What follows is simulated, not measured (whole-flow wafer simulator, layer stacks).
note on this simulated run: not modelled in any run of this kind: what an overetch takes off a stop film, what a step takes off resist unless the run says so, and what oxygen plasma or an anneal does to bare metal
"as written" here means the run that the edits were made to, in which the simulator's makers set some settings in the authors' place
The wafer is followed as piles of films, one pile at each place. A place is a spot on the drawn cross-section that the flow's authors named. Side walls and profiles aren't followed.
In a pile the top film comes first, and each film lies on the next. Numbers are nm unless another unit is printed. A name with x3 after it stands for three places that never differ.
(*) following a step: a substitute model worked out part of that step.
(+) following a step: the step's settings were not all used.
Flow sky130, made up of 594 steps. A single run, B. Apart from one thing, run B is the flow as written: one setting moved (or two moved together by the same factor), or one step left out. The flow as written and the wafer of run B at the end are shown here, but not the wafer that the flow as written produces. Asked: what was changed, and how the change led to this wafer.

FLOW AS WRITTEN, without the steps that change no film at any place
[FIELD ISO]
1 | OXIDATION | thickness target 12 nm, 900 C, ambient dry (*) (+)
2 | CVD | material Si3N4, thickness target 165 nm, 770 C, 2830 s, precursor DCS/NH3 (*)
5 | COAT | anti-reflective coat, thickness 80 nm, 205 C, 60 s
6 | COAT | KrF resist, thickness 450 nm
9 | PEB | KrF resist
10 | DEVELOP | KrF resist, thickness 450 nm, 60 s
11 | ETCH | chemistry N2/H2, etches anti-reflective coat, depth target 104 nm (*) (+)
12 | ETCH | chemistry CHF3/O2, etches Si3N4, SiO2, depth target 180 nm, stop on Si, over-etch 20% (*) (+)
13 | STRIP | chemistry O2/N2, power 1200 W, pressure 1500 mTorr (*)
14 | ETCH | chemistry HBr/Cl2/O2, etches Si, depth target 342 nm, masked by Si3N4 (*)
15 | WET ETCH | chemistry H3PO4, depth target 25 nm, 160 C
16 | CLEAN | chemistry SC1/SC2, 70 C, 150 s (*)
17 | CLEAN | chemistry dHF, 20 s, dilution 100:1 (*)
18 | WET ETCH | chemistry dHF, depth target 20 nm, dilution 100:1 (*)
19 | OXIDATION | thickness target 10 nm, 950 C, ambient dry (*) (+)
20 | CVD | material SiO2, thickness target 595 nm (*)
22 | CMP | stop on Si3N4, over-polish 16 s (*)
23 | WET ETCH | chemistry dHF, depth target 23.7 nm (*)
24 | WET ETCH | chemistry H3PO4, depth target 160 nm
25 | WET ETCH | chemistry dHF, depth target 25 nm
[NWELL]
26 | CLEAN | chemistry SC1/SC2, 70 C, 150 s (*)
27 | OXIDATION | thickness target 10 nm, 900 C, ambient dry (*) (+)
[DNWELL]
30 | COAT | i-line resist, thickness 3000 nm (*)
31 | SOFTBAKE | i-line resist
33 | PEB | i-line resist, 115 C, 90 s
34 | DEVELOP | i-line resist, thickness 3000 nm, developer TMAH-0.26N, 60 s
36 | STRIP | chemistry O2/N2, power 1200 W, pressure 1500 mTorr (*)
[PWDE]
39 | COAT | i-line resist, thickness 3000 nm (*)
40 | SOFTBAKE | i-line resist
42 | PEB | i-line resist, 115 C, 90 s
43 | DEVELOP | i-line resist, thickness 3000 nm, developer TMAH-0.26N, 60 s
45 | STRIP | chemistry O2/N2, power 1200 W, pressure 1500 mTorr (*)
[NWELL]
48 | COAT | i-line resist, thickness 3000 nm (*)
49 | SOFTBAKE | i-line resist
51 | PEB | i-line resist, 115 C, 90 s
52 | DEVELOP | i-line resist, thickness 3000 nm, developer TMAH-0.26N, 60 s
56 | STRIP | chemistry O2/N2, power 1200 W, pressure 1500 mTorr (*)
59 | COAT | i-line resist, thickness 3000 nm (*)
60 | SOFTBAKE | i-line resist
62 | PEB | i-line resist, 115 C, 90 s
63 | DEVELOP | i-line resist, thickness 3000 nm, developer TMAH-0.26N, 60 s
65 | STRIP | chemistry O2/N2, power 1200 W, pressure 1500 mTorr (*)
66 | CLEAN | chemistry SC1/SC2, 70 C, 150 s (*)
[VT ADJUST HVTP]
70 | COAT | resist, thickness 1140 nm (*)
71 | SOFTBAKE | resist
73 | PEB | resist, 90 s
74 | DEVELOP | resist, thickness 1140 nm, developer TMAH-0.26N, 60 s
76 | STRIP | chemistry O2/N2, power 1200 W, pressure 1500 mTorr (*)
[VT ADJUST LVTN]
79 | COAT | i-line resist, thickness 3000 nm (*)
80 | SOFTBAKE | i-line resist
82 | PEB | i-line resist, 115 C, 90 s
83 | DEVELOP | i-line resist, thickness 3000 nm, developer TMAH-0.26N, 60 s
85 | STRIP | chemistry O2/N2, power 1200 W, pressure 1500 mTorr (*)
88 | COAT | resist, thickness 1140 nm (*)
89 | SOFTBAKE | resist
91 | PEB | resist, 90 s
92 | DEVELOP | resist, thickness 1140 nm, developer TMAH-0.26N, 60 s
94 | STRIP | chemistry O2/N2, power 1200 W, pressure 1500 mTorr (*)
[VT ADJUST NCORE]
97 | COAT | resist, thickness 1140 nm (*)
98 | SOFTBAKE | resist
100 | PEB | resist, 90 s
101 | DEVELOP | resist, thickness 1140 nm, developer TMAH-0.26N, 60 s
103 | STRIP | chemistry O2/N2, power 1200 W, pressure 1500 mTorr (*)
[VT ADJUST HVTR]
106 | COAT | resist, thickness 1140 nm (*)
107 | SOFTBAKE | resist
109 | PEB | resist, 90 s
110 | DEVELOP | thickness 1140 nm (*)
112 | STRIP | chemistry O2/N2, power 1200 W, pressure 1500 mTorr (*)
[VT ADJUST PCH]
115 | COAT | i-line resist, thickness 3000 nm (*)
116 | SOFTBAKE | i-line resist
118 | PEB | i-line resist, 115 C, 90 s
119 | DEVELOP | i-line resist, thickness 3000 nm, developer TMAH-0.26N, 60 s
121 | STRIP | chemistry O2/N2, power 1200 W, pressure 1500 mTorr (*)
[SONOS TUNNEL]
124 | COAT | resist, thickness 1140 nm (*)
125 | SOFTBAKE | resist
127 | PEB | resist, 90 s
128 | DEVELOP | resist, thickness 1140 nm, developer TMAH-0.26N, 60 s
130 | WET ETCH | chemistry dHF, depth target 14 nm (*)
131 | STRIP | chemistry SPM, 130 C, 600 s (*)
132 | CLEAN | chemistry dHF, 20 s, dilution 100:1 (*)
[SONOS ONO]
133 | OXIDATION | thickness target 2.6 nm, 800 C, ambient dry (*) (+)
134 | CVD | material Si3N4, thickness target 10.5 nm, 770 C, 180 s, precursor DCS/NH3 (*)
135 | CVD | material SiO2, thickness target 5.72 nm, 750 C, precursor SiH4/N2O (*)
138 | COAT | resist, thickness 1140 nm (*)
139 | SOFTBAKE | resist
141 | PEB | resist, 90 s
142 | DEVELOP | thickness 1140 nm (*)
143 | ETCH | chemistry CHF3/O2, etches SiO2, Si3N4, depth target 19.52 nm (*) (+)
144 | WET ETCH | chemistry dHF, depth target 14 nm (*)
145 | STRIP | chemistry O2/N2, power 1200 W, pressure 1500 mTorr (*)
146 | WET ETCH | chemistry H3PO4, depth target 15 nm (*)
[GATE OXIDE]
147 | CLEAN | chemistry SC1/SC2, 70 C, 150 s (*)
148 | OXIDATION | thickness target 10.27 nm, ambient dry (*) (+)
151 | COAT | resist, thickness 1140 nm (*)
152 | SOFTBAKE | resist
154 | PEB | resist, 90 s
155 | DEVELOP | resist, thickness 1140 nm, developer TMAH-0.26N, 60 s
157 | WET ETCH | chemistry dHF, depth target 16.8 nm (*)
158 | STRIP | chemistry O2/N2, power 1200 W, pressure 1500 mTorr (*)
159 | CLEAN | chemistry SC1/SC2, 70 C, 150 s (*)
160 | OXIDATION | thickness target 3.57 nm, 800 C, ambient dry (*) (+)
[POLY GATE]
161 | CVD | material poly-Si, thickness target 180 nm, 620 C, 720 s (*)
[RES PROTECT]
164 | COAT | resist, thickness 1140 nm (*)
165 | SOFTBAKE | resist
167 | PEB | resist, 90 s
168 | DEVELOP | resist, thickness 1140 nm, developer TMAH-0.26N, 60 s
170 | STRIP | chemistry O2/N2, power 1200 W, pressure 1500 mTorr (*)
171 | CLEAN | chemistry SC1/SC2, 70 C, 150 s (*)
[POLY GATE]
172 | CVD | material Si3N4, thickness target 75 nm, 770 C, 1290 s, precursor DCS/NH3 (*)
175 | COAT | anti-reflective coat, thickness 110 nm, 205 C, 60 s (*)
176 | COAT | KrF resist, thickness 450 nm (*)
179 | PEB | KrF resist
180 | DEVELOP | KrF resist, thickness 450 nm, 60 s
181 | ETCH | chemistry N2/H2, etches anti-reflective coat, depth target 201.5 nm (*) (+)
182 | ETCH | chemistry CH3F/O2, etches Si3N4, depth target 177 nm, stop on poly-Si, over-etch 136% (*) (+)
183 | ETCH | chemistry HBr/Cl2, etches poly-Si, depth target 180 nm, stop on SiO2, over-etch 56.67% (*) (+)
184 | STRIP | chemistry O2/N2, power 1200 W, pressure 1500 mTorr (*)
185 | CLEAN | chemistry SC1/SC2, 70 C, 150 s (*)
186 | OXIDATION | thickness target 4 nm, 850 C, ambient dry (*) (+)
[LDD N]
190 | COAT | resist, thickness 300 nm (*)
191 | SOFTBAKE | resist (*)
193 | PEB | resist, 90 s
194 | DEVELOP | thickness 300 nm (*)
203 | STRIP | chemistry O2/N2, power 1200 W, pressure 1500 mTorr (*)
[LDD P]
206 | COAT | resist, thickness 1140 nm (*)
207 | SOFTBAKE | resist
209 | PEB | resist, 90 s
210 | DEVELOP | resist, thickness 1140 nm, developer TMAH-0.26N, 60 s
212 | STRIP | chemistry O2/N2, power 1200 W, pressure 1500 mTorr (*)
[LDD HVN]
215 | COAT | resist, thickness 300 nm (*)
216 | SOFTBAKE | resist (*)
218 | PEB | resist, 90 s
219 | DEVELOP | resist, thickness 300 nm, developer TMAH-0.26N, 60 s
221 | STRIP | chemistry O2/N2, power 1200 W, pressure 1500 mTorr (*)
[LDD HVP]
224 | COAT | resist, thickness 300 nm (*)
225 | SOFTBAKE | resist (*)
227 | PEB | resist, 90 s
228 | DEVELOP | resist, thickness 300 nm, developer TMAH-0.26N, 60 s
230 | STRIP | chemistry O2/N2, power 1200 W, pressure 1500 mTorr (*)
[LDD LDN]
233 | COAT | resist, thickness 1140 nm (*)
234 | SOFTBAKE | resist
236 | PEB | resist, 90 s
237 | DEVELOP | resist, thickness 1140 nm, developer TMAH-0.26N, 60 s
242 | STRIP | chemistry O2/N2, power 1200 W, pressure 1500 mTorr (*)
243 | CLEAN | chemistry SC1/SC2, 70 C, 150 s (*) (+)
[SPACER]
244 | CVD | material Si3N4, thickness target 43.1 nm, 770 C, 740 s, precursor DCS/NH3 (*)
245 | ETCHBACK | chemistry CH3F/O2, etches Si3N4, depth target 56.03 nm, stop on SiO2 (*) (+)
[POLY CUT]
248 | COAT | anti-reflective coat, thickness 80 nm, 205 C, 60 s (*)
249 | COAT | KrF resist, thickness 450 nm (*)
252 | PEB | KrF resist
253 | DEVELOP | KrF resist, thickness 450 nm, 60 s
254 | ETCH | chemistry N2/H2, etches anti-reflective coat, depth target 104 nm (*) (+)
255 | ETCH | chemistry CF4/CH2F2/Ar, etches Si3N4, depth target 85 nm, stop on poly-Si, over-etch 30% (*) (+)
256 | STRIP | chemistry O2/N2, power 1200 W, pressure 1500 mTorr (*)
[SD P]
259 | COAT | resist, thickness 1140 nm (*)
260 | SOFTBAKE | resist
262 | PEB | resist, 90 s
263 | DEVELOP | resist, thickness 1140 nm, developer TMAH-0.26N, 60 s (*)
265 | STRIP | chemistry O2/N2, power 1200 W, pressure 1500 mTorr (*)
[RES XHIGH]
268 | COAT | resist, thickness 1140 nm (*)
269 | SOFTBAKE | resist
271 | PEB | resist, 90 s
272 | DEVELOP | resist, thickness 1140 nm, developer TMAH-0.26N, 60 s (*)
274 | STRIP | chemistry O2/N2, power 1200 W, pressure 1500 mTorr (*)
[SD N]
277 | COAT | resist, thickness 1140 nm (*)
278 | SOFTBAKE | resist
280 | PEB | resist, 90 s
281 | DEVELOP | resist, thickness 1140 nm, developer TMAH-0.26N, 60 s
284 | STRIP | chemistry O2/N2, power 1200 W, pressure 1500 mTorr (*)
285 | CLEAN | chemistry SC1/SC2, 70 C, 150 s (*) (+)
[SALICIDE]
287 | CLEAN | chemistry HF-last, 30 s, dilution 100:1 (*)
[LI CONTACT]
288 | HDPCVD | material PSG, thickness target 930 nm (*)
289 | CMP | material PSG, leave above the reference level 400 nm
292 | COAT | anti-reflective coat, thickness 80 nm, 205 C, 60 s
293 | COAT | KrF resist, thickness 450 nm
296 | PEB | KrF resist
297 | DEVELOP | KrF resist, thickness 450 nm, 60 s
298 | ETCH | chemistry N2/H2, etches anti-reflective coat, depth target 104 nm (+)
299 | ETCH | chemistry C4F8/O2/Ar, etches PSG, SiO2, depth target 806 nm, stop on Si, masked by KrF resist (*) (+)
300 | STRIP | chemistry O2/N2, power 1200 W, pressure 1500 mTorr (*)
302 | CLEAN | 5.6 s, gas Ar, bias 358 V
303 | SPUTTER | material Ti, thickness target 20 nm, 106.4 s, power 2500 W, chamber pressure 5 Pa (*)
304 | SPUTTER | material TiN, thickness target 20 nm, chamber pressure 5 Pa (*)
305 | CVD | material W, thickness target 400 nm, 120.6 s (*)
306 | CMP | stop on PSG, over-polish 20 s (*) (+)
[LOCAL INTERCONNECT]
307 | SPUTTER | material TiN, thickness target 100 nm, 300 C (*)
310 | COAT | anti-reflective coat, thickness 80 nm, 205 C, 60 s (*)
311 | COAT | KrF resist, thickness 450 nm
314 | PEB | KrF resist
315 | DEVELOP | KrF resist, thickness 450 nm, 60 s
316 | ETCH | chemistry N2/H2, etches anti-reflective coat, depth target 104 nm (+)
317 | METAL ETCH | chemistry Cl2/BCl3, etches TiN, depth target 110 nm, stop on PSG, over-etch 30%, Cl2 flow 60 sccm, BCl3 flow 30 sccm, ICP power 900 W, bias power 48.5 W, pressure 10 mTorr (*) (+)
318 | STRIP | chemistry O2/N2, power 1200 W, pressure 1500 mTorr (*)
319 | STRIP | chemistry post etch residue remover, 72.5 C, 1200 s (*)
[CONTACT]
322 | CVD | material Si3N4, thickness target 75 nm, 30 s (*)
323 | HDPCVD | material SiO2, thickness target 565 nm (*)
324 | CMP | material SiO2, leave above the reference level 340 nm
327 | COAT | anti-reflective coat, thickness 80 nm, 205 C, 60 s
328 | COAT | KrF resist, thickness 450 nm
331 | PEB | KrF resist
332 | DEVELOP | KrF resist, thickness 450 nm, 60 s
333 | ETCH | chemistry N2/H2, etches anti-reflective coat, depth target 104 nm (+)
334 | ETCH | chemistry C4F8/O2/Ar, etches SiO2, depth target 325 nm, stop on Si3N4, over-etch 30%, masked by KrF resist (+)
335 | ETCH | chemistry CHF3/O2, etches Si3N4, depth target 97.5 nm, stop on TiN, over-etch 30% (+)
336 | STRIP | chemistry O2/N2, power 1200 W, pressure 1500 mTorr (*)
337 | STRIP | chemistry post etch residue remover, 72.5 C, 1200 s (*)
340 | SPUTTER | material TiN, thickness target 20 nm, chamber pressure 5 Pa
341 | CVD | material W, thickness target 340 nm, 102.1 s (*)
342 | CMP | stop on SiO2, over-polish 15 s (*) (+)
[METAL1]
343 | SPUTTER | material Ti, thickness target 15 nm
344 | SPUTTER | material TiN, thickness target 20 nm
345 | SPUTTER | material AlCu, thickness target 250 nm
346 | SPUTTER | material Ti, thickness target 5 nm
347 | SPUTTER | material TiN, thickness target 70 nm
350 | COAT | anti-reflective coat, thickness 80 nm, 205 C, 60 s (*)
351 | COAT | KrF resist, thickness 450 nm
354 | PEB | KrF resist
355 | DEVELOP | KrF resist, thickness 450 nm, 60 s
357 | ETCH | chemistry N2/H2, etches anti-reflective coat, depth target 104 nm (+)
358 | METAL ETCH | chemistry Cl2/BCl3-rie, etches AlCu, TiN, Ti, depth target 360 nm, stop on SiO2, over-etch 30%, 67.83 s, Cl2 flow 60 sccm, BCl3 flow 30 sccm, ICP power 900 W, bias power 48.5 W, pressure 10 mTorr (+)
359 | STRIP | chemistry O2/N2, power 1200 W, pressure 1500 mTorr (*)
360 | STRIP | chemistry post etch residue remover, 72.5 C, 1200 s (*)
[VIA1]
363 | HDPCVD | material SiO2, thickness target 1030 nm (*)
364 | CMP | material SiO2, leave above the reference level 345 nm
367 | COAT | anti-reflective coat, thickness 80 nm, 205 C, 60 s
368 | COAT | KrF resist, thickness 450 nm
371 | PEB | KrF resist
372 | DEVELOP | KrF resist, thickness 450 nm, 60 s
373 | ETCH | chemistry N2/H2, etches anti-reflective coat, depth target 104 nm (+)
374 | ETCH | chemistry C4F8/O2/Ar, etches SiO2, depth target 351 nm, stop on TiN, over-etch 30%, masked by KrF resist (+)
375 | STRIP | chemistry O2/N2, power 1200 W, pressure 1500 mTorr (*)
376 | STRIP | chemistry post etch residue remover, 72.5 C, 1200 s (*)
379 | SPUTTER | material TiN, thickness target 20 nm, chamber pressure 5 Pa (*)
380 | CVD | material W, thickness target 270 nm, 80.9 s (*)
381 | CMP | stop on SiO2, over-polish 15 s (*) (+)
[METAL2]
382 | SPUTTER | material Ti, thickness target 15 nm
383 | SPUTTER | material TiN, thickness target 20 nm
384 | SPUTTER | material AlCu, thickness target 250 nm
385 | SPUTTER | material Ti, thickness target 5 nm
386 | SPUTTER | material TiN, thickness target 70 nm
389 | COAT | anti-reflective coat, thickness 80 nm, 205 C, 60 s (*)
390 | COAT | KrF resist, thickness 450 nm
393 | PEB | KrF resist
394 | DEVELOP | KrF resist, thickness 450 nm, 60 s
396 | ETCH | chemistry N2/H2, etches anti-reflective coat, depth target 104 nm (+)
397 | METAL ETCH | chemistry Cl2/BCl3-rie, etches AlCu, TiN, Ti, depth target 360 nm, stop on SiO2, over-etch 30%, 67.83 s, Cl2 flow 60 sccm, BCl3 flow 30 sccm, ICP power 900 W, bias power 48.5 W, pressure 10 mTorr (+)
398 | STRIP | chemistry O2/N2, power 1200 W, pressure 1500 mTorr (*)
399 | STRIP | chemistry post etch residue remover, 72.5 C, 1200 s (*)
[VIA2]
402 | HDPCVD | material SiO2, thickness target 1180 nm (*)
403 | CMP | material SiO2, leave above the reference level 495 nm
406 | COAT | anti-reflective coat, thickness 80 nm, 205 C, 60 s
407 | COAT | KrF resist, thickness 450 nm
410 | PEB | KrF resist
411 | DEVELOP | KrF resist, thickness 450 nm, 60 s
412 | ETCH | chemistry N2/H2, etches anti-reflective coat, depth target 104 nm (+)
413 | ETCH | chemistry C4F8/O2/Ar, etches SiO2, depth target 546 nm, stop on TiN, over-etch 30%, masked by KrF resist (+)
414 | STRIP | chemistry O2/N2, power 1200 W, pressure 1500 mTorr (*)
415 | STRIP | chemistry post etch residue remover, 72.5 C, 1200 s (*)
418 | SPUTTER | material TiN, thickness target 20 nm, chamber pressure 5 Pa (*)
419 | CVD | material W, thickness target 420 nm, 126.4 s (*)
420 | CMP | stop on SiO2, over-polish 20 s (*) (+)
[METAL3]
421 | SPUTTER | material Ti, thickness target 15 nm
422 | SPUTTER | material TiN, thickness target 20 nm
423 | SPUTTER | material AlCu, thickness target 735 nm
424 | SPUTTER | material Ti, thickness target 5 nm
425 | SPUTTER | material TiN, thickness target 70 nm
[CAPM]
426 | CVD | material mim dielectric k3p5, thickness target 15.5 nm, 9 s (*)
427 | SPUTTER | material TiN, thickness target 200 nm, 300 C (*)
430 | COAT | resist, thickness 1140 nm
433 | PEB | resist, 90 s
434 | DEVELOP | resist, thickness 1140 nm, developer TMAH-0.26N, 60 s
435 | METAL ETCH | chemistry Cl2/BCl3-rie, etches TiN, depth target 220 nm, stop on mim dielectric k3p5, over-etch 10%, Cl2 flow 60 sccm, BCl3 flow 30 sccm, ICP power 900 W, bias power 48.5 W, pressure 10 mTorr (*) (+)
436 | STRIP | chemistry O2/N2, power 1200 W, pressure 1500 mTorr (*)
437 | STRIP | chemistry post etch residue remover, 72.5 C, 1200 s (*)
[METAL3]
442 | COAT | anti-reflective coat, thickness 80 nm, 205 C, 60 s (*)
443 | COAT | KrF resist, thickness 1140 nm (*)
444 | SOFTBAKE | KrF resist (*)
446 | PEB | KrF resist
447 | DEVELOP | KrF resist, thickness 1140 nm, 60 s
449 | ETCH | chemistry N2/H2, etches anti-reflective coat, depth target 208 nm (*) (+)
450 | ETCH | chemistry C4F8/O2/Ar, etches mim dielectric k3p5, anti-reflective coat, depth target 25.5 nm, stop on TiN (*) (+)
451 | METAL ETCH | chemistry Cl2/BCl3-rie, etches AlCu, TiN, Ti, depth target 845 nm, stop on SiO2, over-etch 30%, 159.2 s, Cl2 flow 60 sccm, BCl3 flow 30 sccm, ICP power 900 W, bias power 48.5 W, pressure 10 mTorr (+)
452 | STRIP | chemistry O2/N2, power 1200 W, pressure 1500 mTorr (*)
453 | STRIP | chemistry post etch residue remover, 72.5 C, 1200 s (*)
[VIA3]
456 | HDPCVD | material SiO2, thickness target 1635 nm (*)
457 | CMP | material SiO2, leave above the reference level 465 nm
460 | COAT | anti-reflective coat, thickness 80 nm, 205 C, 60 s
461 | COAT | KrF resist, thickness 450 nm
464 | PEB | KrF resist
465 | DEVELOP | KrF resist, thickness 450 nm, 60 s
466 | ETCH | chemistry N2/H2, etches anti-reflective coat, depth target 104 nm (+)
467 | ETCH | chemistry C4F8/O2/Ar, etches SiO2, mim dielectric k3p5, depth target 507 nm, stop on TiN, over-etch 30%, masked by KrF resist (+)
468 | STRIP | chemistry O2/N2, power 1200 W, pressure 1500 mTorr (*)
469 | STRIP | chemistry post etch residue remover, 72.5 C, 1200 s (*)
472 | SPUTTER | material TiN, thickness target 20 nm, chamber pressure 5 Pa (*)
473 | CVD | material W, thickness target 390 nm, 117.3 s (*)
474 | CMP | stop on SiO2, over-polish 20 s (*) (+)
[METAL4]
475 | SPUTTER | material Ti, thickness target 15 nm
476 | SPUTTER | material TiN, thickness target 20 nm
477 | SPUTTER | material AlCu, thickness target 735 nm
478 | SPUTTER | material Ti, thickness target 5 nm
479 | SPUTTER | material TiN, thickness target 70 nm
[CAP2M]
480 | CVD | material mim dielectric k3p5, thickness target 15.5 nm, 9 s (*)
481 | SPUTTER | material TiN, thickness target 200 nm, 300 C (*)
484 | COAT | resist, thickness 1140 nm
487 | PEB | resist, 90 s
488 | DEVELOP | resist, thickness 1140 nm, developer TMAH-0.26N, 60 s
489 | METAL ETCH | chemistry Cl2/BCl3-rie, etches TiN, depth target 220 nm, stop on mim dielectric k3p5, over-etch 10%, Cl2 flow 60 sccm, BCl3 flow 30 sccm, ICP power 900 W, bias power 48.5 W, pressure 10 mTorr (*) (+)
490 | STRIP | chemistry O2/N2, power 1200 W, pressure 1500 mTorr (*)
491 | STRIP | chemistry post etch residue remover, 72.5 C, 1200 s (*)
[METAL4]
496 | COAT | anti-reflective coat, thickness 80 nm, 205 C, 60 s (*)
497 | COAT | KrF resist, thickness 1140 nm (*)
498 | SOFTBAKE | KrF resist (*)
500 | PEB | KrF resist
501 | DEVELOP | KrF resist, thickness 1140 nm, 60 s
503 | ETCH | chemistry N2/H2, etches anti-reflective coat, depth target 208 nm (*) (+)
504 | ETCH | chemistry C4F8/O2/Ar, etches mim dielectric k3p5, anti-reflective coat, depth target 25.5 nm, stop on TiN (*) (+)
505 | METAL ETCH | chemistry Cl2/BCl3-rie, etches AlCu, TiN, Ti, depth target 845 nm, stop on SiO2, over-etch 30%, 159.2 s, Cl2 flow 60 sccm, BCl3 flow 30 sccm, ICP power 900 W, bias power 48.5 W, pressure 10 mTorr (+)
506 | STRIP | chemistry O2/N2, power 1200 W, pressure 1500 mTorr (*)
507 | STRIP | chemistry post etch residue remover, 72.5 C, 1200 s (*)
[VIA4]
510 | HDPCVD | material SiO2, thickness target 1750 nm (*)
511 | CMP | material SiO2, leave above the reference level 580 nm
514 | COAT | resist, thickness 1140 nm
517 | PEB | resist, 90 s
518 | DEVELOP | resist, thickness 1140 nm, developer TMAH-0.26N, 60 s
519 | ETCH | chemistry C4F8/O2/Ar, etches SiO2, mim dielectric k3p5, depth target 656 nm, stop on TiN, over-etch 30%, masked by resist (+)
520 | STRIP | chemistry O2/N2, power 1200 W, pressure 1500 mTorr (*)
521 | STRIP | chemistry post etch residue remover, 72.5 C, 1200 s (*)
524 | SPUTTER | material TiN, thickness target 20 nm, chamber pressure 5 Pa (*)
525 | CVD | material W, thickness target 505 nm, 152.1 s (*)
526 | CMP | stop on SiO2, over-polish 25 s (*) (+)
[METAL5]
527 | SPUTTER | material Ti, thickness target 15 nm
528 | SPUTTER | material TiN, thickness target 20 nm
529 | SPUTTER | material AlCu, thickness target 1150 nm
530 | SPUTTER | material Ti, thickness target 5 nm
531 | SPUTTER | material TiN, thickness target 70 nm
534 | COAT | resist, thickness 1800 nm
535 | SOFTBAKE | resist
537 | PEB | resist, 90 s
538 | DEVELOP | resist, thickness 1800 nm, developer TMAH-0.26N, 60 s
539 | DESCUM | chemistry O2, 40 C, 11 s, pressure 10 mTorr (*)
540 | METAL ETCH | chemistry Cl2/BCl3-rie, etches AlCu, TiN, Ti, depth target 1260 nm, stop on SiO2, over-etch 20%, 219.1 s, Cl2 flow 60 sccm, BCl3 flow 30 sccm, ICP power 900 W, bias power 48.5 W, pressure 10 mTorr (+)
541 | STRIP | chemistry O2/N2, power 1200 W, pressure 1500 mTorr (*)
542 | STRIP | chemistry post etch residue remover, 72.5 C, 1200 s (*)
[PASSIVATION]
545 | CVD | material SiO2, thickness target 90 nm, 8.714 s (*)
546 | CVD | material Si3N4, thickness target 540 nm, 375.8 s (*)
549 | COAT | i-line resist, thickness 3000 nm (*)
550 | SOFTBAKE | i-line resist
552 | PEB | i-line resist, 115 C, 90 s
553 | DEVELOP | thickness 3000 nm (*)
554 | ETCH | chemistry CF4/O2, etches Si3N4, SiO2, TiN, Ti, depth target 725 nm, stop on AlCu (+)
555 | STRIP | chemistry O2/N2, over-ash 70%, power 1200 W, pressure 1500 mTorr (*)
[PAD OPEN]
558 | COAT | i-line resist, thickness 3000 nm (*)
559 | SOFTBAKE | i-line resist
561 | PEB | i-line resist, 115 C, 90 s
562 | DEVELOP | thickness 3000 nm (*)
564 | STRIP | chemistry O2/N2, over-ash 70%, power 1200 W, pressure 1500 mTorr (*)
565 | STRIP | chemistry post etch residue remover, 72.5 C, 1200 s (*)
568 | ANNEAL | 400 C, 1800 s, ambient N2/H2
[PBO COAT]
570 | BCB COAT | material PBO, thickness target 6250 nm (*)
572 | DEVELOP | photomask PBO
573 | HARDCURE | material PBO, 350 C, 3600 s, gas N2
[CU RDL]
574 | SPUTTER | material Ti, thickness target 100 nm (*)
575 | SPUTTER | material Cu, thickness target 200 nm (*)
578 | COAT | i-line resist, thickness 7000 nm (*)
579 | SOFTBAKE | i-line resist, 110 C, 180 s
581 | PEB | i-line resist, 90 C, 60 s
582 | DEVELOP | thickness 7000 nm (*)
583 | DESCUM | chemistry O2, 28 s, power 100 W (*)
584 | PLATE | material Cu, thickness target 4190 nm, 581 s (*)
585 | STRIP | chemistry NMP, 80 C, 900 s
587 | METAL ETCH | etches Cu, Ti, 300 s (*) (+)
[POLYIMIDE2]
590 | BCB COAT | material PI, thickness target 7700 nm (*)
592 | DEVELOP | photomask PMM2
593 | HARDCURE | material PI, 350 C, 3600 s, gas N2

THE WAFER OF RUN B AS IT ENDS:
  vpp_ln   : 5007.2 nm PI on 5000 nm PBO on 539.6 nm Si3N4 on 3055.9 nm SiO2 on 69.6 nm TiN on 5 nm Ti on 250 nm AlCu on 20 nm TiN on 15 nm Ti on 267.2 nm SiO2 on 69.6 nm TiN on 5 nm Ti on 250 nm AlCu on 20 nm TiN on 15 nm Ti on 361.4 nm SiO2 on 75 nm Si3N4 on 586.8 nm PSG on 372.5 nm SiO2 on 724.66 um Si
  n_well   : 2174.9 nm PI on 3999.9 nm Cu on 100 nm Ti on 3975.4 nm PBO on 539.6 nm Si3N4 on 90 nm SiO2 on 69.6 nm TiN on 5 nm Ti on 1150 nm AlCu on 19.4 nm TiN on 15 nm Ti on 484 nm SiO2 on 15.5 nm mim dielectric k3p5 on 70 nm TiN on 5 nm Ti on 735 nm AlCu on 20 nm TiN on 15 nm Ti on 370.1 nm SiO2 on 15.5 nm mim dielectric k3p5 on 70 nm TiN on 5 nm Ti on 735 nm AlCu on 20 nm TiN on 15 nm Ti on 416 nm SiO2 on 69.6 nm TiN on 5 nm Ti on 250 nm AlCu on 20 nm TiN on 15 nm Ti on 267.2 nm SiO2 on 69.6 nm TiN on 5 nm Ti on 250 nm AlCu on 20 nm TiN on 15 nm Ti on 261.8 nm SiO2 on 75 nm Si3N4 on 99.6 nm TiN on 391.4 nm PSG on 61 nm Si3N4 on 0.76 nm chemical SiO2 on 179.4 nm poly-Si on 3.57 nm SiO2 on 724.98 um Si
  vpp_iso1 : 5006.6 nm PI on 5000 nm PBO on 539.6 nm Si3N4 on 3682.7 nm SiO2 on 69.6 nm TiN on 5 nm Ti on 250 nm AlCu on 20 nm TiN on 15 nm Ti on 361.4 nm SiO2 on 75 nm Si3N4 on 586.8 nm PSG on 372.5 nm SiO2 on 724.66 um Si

Cause: step 528, SPUTTER: thickness target 19.4 nm was run, though the flow has thickness target 20 nm.
The wafer itself shows it: n_well has TiN 19.4, and step 528 as written asks for 20 nm.

How this came from the change, step by step:
  528 | SPUTTER | material TiN, thickness target 20 nm
      field, active, n_well and 190 more: +19.4 TiN (new film) (in the flow as written it would be: +20 TiN (new film))
  540 | METAL ETCH | chemistry Cl2/BCl3-rie, etches AlCu, TiN, Ti, depth target 1260 nm, stop on SiO2, over-etch 20%, 219.1 s, Cl2 flow 60 sccm, BCl3 flow 30 sccm, ICP power 900 W, bias power 48.5 W, pressure 10 mTorr (+)
      field, active, gate and 175 more: -70 TiN (all of it), -5 Ti (all of it), -1150 AlCu (all of it), -19.4 TiN (all of it), -15 Ti (all of it), -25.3 SiO2 (in the flow as written it would be: -70 TiN (all of it), -5 Ti (all of it), -1150 AlCu (all of it), -20 TiN (all of it), -15 Ti (all of it), -25.2 SiO2)
